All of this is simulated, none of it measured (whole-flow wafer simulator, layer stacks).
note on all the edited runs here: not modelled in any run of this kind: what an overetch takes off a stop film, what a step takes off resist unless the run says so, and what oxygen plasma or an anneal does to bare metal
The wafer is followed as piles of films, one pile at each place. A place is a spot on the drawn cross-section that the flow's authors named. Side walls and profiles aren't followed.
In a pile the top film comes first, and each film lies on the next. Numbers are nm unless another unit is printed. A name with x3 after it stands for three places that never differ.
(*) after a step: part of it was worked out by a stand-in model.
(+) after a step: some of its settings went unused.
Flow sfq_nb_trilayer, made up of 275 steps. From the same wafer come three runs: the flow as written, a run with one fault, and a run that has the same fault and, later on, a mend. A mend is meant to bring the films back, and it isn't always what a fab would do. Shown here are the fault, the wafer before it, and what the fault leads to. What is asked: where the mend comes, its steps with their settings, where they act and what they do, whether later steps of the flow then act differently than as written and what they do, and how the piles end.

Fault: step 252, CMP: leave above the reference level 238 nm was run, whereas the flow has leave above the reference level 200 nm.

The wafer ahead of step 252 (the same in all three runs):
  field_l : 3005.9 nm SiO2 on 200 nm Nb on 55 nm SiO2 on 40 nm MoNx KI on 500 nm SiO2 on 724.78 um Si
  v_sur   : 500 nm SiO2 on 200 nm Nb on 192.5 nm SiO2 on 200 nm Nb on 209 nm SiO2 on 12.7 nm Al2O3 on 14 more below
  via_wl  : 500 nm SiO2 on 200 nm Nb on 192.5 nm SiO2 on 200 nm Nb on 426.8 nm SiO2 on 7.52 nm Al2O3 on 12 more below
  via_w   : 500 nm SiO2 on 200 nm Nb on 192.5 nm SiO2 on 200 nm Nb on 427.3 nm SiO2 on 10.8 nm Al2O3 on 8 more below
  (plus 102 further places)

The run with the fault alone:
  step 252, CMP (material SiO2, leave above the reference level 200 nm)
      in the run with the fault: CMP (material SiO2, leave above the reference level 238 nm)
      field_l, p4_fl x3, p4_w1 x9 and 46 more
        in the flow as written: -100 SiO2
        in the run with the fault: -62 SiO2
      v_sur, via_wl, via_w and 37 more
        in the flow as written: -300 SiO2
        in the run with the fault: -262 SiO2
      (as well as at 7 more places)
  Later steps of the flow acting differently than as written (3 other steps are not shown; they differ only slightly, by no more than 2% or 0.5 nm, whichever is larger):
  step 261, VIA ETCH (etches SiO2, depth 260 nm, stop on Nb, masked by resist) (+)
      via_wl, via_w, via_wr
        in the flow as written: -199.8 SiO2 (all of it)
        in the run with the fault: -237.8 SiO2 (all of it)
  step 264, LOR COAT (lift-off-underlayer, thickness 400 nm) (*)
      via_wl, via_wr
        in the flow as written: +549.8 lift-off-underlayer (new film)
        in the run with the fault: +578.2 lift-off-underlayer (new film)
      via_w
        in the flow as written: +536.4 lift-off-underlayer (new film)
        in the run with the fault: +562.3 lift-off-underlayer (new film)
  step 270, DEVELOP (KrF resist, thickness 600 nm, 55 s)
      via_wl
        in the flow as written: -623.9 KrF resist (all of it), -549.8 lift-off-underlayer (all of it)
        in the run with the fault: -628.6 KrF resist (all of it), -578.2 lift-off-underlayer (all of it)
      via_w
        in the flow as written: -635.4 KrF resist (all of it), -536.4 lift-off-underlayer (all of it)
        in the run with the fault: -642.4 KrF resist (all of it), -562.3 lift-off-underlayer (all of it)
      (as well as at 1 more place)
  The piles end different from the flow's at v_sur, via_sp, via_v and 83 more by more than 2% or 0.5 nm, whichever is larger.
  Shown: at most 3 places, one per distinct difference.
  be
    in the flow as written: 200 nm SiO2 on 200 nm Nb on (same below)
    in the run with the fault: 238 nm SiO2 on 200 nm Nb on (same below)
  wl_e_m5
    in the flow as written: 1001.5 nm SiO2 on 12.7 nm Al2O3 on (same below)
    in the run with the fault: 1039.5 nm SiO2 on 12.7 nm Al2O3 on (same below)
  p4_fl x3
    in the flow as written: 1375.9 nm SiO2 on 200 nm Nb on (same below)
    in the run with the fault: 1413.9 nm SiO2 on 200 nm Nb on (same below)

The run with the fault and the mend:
  The mend follows step 253.
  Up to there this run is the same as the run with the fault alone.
  step 253a, CMP (material SiO2, leave above the reference level 200 nm) (the flow's step 252 again)
      field_l, v_sur, via_wl and 103 more
        -38 SiO2
  Every later step of the flow that is run acts as written at every place that is followed.
  At every place that both follow, the piles at the end match the flow's.
